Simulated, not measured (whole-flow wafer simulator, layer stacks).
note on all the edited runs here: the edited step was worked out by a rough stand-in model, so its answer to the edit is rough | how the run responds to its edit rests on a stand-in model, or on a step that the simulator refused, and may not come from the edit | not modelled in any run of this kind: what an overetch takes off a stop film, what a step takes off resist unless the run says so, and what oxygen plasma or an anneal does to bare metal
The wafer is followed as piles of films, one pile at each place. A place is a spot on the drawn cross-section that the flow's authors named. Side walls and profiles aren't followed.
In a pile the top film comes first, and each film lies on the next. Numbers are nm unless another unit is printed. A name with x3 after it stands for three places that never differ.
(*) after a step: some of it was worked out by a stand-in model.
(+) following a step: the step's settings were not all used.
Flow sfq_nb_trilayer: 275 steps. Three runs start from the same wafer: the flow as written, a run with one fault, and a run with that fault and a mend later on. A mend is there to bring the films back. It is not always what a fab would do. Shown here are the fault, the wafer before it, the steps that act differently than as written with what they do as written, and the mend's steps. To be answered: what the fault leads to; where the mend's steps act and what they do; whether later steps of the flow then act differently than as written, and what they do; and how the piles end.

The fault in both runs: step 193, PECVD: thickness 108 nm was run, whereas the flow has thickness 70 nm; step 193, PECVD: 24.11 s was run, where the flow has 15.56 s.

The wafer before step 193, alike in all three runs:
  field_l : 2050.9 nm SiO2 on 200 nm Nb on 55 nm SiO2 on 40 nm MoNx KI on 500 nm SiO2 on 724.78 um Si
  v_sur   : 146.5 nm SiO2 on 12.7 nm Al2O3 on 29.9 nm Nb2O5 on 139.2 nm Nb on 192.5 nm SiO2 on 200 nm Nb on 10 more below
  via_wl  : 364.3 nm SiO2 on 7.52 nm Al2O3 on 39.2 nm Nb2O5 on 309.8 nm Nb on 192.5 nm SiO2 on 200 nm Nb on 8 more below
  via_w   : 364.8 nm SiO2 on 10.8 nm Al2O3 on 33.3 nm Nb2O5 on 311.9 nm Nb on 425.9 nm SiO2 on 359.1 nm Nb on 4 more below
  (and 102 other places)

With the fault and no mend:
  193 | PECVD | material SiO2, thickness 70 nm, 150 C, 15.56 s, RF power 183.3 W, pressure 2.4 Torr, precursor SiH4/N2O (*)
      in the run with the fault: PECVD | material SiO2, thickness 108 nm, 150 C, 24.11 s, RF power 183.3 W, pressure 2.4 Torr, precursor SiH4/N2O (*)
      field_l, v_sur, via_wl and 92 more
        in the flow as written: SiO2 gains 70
        in the run with the fault: SiO2 gains 108
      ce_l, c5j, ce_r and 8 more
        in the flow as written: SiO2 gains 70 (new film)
        in the run with the fault: SiO2 gains 108 (new film)
  Later steps of the flow acting differently than as written (16 other steps are not shown; they differ only slightly, by no more than 2% or 0.5 nm, whichever is larger):
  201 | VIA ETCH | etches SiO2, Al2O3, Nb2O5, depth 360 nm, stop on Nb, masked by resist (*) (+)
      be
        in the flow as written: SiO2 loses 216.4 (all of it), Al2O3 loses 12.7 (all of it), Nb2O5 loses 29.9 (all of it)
        in the run with the fault: SiO2 loses 254.4 (all of it), Al2O3 loses 12.7 (all of it), Nb2O5 loses 29.9 (all of it)
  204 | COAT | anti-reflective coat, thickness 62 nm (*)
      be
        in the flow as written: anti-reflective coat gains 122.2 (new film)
        in the run with the fault: anti-reflective coat gains 127.7 (new film)
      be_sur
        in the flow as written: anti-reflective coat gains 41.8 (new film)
        in the run with the fault: anti-reflective coat gains 40.3 (new film)
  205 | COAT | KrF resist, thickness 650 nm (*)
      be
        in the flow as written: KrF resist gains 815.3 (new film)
        in the run with the fault: KrF resist gains 842.6 (new film)
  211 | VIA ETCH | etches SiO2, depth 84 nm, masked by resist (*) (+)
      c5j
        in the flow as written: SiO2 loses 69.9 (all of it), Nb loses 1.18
        in the run with the fault: SiO2 loses 84
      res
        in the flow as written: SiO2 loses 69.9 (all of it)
        in the run with the fault: SiO2 loses 84
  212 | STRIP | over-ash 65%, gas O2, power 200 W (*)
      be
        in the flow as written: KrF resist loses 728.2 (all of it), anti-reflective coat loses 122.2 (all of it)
        in the run with the fault: KrF resist loses 755.4 (all of it), anti-reflective coat loses 127.7 (all of it)
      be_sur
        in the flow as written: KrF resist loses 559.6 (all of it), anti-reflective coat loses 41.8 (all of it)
        in the run with the fault: KrF resist loses 557.6 (all of it), anti-reflective coat loses 40.3 (all of it)
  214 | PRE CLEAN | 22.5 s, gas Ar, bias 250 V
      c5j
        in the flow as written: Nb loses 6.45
        in the run with the fault: SiO2 loses 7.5
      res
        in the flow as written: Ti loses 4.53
        in the run with the fault: SiO2 loses 7.5
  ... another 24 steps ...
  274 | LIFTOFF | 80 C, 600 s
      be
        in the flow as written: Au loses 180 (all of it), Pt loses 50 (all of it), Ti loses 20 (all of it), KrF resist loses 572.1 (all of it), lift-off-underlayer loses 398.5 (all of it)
        in the run with the fault: Au loses 180 (all of it), Pt loses 50 (all of it), Ti loses 20 (all of it), KrF resist loses 600.3 (all of it), lift-off-underlayer loses 601 (all of it)
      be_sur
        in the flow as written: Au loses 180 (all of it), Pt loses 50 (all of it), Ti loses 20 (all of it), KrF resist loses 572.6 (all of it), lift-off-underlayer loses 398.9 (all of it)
        in the run with the fault: Au loses 180 (all of it), Pt loses 50 (all of it), Ti loses 20 (all of it), KrF resist loses 582.7 (all of it), lift-off-underlayer loses 376.4 (all of it)
  The piles end different from the flow's at v_sur, via_wl, via_w and 79 more by more than 2% or 0.5 nm, whichever is larger.
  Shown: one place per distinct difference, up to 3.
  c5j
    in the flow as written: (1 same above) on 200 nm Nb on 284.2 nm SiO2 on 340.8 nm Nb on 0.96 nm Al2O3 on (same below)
    in the run with the fault: (1 same above) on 200 nm Nb on 303.3 nm SiO2 on 183.3 nm Nb on 16.4 nm SiO2 on 160 nm Nb on 0.96 nm Al2O3 on (same below)
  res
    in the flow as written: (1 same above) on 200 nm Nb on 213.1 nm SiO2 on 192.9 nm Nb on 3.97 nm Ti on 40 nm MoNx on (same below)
    in the run with the fault: (1 same above) on 200 nm Nb on 233.8 nm SiO2 on 189.4 nm Nb on 16.4 nm SiO2 on 8.5 nm Ti on 40 nm MoNx on (same below)
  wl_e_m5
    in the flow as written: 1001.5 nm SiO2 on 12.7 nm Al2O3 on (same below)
    in the run with the fault: 1039.5 nm SiO2 on 12.7 nm Al2O3 on (same below)

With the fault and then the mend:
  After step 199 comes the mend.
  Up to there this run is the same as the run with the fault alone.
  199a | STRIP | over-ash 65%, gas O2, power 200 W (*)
      p4_fl x3, p4_w1 x9, p4_g1 x2 and 33 more
        KrF resist loses 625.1 (all of it), anti-reflective coat loses 62 (all of it)
      wl_b_m5, wl_b_sr, wl_c_sl and 12 more
        KrF resist loses 625 (all of it), anti-reflective coat loses 62 (all of it)
      field_l, v_sur, via_wl, via_w
        KrF resist loses 625.7 (all of it), anti-reflective coat loses 62.2 (all of it)
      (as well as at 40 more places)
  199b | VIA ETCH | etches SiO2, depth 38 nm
      field_l, v_sur, via_wl and 103 more
        SiO2 loses 38
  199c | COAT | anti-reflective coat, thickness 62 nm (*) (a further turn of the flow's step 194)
      p4_fl x3, p4_w1 x9, p4_g1 x2 and 50 more
        anti-reflective coat gains 62 (new film)
      via_wr, via_sp, via_v, wire, lsp_r, l0_sur, l0v
        anti-reflective coat gains 62.3 (new film)
      be, be_sur, gap, lsp_m, ln_m6
        anti-reflective coat gains 62.4 (new film)
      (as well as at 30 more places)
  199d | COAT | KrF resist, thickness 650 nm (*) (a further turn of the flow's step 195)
      p4_fl x3, p4_w1 x9, p4_g1 x2 and 33 more
        KrF resist gains 650 (new film)
      wl_b_m5, wl_b_sr, wl_c_sl and 12 more
        KrF resist gains 649.9 (new film)
      field_l, v_sur, via_wl, via_w
        KrF resist gains 650.6 (new film)
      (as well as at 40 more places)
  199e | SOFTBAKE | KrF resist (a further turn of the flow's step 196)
      alters no film at any place that is followed
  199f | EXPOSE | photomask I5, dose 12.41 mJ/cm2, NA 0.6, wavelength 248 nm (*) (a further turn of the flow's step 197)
      alters no film at any place that is followed
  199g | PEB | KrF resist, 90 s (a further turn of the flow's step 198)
      field_l, v_sur, via_wl and 87 more
        KrF resist loses 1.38
      jj_sur, ce_l, sp_r, moat, field_r, wl_jj
        KrF resist loses 1.39
      be_r, r_sur, res, r_end
        KrF resist loses 1.33
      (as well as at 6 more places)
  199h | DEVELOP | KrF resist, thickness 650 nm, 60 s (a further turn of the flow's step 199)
      field_l, v_sur, via_wl and 102 more
        KrF resist loses 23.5
      be
        KrF resist loses 649.8 (all of it)
  None of the later steps of the flow differs from how it acts as written, at any place that is followed, by more than 2% or 0.5 nm, whichever is larger.
  At every place that both follow, the piles at the end match the flow's.
